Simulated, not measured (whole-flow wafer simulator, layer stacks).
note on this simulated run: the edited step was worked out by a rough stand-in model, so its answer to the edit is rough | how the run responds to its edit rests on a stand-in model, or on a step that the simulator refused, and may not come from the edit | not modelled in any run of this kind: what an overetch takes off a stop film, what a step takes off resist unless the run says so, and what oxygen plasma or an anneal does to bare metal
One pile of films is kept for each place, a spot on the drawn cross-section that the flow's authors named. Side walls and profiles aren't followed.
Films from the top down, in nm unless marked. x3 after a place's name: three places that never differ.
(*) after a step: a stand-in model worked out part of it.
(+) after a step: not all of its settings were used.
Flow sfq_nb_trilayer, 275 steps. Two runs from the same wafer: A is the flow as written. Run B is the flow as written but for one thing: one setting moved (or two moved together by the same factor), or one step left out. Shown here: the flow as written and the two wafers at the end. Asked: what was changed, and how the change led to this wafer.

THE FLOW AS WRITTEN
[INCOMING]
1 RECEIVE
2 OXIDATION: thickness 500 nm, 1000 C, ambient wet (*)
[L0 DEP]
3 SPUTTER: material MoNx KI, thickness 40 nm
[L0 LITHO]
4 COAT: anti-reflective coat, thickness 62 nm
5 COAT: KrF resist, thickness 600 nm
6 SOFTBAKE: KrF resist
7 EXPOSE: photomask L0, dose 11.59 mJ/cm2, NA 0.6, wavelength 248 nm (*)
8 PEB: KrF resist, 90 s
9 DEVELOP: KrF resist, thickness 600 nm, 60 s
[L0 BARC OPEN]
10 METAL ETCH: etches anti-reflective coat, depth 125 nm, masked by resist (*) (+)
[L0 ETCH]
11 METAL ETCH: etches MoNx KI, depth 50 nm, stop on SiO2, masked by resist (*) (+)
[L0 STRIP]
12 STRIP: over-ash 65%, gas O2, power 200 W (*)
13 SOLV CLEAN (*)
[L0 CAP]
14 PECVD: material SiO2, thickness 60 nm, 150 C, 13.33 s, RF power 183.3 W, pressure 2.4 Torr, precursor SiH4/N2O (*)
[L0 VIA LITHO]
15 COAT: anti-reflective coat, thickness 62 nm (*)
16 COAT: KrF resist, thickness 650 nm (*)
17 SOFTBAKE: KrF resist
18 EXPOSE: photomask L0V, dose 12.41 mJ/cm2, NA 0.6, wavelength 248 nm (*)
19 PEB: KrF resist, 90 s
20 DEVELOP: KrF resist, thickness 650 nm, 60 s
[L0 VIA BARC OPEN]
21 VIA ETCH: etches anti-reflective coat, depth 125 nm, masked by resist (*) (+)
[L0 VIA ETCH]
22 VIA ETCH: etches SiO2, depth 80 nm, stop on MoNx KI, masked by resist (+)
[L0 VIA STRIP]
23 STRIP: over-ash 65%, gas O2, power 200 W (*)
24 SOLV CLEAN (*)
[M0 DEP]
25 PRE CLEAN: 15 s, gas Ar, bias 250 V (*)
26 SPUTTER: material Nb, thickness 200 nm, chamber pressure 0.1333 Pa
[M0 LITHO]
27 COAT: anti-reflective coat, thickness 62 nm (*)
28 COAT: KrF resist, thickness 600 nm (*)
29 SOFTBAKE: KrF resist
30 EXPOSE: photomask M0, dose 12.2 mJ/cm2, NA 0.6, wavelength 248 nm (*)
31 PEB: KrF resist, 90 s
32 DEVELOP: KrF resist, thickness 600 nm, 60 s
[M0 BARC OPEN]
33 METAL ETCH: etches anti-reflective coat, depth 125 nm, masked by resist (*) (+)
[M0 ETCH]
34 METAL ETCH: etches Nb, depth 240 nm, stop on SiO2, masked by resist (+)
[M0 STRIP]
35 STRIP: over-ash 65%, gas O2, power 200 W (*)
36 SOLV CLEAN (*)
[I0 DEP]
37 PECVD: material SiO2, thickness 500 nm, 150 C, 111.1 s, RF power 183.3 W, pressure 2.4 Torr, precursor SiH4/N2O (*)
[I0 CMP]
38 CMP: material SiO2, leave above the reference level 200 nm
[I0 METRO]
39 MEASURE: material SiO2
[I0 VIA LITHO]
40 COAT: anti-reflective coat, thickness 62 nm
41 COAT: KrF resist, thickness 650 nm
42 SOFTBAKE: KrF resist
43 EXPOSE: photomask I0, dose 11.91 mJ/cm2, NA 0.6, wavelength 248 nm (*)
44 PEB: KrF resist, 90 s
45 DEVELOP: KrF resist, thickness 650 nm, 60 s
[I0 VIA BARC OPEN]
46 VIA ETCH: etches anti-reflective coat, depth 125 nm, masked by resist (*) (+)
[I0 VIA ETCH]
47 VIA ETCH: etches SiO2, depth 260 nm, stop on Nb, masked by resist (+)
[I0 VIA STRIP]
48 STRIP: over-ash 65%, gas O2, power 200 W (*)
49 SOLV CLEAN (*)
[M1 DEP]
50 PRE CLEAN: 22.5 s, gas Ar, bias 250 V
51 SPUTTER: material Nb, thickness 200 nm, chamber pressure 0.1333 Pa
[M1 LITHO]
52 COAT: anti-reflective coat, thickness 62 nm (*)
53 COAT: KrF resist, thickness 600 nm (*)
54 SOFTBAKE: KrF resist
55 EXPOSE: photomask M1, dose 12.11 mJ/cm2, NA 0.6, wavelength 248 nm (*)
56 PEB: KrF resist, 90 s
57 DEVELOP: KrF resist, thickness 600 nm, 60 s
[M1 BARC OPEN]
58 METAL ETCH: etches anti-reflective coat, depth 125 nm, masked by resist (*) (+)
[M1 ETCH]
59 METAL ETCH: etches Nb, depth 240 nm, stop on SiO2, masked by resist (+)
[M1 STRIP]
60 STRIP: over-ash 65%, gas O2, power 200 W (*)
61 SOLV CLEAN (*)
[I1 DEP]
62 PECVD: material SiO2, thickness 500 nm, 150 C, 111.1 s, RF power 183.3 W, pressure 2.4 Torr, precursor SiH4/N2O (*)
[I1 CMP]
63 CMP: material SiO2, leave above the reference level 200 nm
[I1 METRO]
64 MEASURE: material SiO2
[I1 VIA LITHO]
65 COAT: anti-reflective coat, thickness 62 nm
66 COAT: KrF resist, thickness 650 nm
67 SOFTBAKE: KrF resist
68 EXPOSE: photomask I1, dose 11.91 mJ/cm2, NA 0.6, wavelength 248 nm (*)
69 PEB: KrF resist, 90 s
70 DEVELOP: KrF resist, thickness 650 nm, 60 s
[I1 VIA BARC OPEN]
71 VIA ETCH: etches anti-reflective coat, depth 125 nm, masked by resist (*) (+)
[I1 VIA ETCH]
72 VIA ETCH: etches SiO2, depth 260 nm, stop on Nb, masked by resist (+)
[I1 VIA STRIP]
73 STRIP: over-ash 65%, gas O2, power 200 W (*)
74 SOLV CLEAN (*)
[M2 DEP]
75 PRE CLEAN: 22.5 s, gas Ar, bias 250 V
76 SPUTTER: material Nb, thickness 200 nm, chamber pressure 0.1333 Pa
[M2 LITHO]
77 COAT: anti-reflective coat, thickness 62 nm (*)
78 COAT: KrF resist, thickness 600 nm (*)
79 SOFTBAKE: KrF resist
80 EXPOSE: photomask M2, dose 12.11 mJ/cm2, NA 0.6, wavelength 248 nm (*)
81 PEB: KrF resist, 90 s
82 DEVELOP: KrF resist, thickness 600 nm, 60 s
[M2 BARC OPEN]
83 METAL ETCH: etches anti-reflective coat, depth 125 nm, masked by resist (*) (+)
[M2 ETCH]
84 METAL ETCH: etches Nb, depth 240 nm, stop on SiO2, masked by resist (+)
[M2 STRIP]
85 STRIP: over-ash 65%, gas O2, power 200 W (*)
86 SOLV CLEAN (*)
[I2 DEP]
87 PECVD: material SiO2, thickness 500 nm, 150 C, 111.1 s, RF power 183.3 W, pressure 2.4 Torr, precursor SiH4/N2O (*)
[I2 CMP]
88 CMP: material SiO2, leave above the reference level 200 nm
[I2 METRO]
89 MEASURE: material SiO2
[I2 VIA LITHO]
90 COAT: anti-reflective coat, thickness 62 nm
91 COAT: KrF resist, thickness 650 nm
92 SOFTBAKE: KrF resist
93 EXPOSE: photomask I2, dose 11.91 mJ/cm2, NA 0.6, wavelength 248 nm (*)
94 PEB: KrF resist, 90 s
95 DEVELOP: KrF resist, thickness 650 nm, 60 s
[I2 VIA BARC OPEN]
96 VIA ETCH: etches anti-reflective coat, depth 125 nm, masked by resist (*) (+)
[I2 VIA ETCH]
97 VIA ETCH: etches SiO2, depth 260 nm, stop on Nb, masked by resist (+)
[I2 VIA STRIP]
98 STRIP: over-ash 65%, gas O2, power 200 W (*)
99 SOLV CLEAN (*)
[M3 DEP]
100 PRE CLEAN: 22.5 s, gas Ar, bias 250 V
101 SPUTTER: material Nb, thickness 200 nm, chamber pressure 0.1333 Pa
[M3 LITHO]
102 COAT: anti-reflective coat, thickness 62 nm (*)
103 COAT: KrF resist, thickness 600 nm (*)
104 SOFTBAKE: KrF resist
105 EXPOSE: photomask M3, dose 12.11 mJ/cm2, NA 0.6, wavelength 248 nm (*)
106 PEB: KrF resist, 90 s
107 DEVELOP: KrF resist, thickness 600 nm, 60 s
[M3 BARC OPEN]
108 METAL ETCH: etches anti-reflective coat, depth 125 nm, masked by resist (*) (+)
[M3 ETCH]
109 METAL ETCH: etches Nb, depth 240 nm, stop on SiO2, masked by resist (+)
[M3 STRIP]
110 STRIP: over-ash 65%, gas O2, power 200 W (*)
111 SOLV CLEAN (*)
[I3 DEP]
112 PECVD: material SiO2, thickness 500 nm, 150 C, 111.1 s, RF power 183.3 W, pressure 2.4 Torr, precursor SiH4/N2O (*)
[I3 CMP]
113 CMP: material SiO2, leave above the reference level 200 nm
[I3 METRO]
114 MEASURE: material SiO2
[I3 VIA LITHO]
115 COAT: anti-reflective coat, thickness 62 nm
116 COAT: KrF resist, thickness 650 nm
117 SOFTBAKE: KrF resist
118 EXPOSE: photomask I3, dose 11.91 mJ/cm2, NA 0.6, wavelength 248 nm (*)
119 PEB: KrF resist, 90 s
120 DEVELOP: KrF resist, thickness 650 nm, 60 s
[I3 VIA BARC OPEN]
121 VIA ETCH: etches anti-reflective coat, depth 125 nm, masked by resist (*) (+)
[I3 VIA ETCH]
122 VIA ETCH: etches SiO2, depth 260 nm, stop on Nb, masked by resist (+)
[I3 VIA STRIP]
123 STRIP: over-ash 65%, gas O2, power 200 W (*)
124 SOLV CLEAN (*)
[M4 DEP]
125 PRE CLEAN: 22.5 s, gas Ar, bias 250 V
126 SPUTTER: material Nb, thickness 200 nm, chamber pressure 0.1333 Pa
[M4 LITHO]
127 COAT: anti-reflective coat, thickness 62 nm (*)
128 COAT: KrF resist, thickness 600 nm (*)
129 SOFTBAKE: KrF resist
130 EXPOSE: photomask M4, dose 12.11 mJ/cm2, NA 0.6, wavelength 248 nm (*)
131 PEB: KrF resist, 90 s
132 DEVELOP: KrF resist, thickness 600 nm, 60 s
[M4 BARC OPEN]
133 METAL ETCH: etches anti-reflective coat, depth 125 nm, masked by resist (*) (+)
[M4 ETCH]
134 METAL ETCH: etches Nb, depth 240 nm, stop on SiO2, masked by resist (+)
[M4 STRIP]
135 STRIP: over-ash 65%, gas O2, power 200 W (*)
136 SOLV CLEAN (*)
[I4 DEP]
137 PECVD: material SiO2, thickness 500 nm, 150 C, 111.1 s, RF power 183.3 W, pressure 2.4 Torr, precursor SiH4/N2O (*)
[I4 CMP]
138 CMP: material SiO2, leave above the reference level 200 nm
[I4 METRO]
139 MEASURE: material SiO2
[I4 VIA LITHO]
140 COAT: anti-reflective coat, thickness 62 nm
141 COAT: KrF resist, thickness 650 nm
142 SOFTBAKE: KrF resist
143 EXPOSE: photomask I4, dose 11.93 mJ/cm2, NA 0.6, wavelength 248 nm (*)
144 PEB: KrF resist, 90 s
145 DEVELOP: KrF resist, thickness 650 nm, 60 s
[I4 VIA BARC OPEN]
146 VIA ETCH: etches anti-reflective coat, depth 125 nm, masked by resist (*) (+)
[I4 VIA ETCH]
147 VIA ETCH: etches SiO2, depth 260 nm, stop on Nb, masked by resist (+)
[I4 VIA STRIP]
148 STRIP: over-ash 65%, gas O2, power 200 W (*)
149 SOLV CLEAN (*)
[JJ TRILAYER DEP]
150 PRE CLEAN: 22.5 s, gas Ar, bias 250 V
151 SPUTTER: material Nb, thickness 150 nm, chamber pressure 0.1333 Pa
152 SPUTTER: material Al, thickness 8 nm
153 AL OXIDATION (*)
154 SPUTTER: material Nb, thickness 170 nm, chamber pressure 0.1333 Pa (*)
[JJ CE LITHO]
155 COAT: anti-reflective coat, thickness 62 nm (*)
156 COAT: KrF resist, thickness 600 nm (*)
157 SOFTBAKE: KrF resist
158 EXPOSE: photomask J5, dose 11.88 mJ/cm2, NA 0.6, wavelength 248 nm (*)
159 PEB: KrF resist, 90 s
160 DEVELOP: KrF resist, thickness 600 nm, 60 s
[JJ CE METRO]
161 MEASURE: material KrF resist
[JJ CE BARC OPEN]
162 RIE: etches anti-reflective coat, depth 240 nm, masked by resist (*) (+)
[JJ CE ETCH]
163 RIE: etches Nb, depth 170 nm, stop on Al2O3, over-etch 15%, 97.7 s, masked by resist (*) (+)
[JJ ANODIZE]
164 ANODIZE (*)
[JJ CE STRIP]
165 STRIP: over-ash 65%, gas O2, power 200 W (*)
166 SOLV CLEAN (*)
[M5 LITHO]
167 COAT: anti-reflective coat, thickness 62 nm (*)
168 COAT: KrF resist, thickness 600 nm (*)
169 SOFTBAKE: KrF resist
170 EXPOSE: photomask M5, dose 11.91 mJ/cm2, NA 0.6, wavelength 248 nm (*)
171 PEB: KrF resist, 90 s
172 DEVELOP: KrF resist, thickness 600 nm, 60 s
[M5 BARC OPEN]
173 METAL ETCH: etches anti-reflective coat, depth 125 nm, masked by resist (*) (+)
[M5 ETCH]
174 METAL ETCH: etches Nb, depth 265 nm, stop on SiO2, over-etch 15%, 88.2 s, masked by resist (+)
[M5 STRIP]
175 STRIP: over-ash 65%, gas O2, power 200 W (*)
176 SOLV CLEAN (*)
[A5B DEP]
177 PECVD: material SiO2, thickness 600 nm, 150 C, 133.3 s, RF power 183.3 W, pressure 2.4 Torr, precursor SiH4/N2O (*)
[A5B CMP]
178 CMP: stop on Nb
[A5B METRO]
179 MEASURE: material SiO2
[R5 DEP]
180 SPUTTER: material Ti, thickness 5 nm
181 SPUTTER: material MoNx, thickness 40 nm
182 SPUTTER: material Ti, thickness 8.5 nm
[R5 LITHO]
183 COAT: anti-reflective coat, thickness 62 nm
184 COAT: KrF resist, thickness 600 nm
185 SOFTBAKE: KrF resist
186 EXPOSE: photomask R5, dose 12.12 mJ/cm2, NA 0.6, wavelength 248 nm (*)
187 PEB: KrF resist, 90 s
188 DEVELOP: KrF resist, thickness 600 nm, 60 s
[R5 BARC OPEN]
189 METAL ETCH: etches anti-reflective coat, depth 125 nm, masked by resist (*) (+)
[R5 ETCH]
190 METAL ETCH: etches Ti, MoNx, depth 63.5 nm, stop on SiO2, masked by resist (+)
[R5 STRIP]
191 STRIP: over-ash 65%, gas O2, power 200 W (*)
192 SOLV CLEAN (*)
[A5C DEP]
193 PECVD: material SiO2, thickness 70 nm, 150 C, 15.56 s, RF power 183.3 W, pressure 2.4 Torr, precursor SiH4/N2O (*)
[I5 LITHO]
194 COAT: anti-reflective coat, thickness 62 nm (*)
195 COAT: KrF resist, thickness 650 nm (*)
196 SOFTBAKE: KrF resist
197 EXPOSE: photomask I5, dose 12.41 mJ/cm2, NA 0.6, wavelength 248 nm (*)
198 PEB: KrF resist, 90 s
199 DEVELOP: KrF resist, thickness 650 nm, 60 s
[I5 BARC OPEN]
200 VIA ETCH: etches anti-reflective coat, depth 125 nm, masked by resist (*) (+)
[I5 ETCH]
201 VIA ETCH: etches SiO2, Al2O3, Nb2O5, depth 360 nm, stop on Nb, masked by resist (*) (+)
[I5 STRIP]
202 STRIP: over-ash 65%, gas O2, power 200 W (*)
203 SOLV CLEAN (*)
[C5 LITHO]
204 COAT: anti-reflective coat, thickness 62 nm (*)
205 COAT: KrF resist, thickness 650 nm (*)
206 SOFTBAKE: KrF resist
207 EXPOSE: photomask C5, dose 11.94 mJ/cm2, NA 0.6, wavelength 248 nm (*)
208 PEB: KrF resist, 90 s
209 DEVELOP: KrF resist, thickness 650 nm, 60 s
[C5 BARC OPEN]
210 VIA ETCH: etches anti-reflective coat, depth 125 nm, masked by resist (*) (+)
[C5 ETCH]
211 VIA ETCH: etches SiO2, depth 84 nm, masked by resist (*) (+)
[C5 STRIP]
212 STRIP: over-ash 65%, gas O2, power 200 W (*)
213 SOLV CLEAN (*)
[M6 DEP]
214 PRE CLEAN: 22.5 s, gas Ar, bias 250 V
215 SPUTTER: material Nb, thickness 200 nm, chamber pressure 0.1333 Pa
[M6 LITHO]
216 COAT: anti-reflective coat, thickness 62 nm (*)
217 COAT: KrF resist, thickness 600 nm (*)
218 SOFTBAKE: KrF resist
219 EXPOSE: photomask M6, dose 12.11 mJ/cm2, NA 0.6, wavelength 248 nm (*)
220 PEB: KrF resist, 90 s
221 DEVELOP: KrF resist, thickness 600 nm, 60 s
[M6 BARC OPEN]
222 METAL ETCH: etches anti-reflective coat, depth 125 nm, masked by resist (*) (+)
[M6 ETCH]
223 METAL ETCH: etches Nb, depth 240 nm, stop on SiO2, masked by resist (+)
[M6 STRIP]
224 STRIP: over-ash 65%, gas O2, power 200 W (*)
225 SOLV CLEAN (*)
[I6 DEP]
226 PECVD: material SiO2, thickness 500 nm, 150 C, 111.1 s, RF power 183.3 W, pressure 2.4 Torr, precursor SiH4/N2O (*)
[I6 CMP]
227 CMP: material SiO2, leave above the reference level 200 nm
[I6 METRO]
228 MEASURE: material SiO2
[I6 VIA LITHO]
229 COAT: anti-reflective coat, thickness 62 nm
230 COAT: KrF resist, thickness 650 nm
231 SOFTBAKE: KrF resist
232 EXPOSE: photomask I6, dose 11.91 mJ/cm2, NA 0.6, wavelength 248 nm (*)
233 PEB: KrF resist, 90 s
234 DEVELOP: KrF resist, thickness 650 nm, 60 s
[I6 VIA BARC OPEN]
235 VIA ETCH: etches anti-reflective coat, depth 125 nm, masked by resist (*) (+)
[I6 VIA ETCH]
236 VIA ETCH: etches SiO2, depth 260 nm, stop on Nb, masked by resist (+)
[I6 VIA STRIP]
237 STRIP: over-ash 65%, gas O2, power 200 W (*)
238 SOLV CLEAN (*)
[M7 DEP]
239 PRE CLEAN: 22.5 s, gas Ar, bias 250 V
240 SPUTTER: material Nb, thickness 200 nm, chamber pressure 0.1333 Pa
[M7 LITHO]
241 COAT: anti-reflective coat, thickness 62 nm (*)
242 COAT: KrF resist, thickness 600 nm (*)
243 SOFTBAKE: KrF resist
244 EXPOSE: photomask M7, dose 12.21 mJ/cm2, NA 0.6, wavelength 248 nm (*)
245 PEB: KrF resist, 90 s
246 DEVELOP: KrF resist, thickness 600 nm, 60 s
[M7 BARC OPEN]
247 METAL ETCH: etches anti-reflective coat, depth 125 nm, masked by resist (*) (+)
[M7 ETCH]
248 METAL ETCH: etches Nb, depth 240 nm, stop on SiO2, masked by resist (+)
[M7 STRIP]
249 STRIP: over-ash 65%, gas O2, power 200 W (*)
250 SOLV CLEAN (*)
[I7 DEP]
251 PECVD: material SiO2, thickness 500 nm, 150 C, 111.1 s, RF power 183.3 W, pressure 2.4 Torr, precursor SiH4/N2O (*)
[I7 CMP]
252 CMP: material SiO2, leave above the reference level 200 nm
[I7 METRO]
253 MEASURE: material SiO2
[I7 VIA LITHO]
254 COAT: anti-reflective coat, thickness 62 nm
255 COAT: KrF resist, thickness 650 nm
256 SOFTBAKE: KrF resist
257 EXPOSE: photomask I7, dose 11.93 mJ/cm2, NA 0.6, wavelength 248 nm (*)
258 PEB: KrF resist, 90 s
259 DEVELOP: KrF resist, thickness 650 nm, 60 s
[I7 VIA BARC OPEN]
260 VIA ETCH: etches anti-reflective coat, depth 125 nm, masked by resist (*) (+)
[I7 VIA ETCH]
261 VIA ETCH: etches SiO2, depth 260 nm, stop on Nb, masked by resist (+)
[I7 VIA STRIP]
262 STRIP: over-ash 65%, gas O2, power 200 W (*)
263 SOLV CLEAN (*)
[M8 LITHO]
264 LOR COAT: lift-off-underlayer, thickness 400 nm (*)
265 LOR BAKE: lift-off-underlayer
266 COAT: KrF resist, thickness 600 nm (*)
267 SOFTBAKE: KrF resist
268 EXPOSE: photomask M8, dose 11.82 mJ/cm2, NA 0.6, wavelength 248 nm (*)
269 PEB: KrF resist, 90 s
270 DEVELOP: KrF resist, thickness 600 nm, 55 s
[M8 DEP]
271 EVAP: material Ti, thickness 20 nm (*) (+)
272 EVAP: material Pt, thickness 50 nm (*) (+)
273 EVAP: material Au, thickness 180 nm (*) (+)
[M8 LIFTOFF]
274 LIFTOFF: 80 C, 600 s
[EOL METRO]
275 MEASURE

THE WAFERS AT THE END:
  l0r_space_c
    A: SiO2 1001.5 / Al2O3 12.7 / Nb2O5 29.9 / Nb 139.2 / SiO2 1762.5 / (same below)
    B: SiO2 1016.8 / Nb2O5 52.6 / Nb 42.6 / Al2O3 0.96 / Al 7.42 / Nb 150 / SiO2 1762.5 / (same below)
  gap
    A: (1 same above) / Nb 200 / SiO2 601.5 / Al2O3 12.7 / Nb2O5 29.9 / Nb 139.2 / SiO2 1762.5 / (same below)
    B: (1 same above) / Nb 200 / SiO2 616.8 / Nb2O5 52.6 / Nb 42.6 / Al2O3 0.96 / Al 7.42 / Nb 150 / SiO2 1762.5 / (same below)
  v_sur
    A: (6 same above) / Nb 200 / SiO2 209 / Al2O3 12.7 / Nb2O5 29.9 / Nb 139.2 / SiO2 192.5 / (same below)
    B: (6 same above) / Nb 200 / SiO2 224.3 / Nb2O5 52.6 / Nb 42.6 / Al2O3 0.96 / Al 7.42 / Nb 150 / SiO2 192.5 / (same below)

The cause: step 154, SPUTTER: thickness 257 nm was run, where the flow has thickness 170 nm.

How the change led to this, step by step:
  154 SPUTTER: material Nb, thickness 170 nm, chamber pressure 0.1333 Pa (*)
      field_l, v_sur, via_sp and 100 more: A Nb +170 (new film) | B Nb +257 (new film)
      via_wl, via_wr: A Nb +140.7 (new film) | B Nb +213.5 (new film)
      (and at 1 more place)
  155 COAT: anti-reflective coat, thickness 62 nm (*)
      via_wl, via_wr: A anti-reflective coat +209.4 (new film) | B anti-reflective coat +236.2 (new film)
      via_w: A anti-reflective coat +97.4 (new film) | B anti-reflective coat +106.4 (new film)
  162 RIE: etches anti-reflective coat, depth 240 nm, masked by resist (*) (+)
      ce_l, c5j, ce_r, wl_jj: A KrF resist -209.4 | B KrF resist -236.2
      via_wl, via_wr: A anti-reflective coat -209.4 (all of it) | B anti-reflective coat -236.2 (all of it)
      (and at 1 more place)
  163 RIE: etches Nb, depth 170 nm, stop on Al2O3, over-etch 15%, 97.7 s, masked by resist (*) (+)
      field_l, v_sur, via_sp and 96 more: A Nb -170 (all of it), Al2O3 -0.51 | B Nb -195.5
      via_wl, via_wr: A Nb -140.7 (all of it), Al2O3 -0.96 (all of it) | B Nb -195.5
      (and at 1 more place)
  164 ANODIZE (*)
      field_l, v_sur, via_sp and 96 more: A Al2O3 +12.2, Nb2O5 +29.9 (new film), Al -7.42 (all of it), Nb -10.8 | B Nb2O5 +52.6 (new film), Nb -18.9
      via_wl, via_wr: A Al2O3 +7.52 (new film), Nb2O5 +39.2 (new film), Al -4.56 (all of it), Nb -14.1 | B Nb2O5 +52.6 (new film), Nb -18 (all of it)
      (and at 1 more place)
  165 STRIP: over-ash 65%, gas O2, power 200 W (*)
      ce_l: A KrF resist -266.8 (all of it), anti-reflective coat -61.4 (all of it) | B KrF resist -239.9 (all of it), anti-reflective coat -61.4 (all of it)
      c5j: A KrF resist -266.9 (all of it), anti-reflective coat -61.5 (all of it) | B KrF resist -240 (all of it), anti-reflective coat -61.5 (all of it)
      (and at 2 more places)
  167 COAT: anti-reflective coat, thickness 62 nm (*)
      wl_j_sl, wl_j_sr: A anti-reflective coat +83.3 (new film) | B anti-reflective coat +85.4 (new film)
      via_wl: A anti-reflective coat +170.5 (new film) | B anti-reflective coat +229.9 (new film)
      (and at 8 more places)
  168 COAT: KrF resist, thickness 600 nm (*)
      via_wl: A KrF resist +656 (new film) | B KrF resist +638.3 (new film)
      via_w: A KrF resist +732.6 (new film) | B KrF resist +754.4 (new film)
      (and at 1 more place)
  174 METAL ETCH: etches Nb, depth 265 nm, stop on SiO2, over-etch 15%, 88.2 s, masked by resist (+)
      field_l, r_sur, res and 50 more: A Al2O3 -12.6 (all of it), Nb2O5 -29.9 (all of it), Nb -139.2 (all of it), SiO2 -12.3 | B Nb2O5 -52.6 (all of it), Nb -42.6 (all of it), Al2O3 -0.96 (all of it), Al -7.42 (all of it), Nb -150 (all of it)
  175 STRIP: over-ash 65%, gas O2, power 200 W (*)
      via_wl: A KrF resist -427 (all of it), anti-reflective coat -170.5 (all of it) | B KrF resist -409.4 (all of it), anti-reflective coat -229.9 (all of it)
      via_w: A KrF resist -503.5 (all of it), anti-reflective coat -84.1 (all of it) | B KrF resist -525.2 (all of it), anti-reflective coat -100 (all of it)
      (and at 9 more places)
  177 PECVD: material SiO2, thickness 600 nm, 150 C, 133.3 s, RF power 183.3 W, pressure 2.4 Torr, precursor SiH4/N2O (*)
      via_wl, via_wr: A SiO2 +600 (new film) | B SiO2 +662.7 (new film)
      via_w: A SiO2 +600 (new film) | B SiO2 +660.7 (new film)
  178 CMP: stop on Nb
      v_sur, via_sp, via_v and 43 more: A SiO2 -453.5 | B SiO2 -438.2
      field_l, p4_fl x3, p4_w1 x9 and 29 more: A SiO2 -259.3 | B SiO2 -184.6
      (and at 11 more places)
  201 VIA ETCH: etches SiO2, Al2O3, Nb2O5, depth 360 nm, stop on Nb, masked by resist (*) (+)
      be: A SiO2 -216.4 (all of it), Al2O3 -12.7 (all of it), Nb2O5 -29.9 (all of it) | B SiO2 -231.6 (all of it), Nb2O5 -52.6 (all of it)
  204 COAT: anti-reflective coat, thickness 62 nm (*)
      be: A anti-reflective coat +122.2 (new film) | B anti-reflective coat +125.9 (new film)
  205 COAT: KrF resist, thickness 650 nm (*)
      be: A KrF resist +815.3 (new film) | B KrF resist +833.4 (new film)
  212 STRIP: over-ash 65%, gas O2, power 200 W (*)
      be: A KrF resist -728.2 (all of it), anti-reflective coat -122.2 (all of it) | B KrF resist -746.2 (all of it), anti-reflective coat -125.9 (all of it)
  ... 4 more steps ...
  226 PECVD: material SiO2, thickness 500 nm, 150 C, 111.1 s, RF power 183.3 W, pressure 2.4 Torr, precursor SiH4/N2O (*)
      be: A SiO2 +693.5 (new film) | B SiO2 +724.4 (new film)
Counting metal films that touch as one body, l0r_space_c has 3 bodies (between them, from the top down: Al2O3 0.96; SiO2 1762.5); the flow as written gives 2 bodies (between them, from the top down: SiO2 1762.5).
Counting metal films that touch as one body, gap has 4 bodies (between them, from the top down: SiO2 616.8 / Nb2O5 52.6; Al2O3 0.96; SiO2 1762.5); the flow as written gives 3 bodies (between them, from the top down: SiO2 601.5 / Al2O3 12.7 / Nb2O5 29.9; SiO2 1762.5).
Counting metal films that touch as one body, v_sur has 10 bodies (between them, from the top down: SiO2 200; SiO2 192.5; SiO2 224.3 / Nb2O5 52.6; Al2O3 0.96; SiO2 192.5; SiO2 192.5; SiO2 192.5; SiO2 192.5; SiO2 192.5); the flow as written gives 9 bodies (between them, from the top down: SiO2 200; SiO2 192.5; SiO2 209 / Al2O3 12.7 / Nb2O5 29.9; SiO2 192.5; SiO2 192.5; SiO2 192.5; SiO2 192.5; SiO2 192.5).
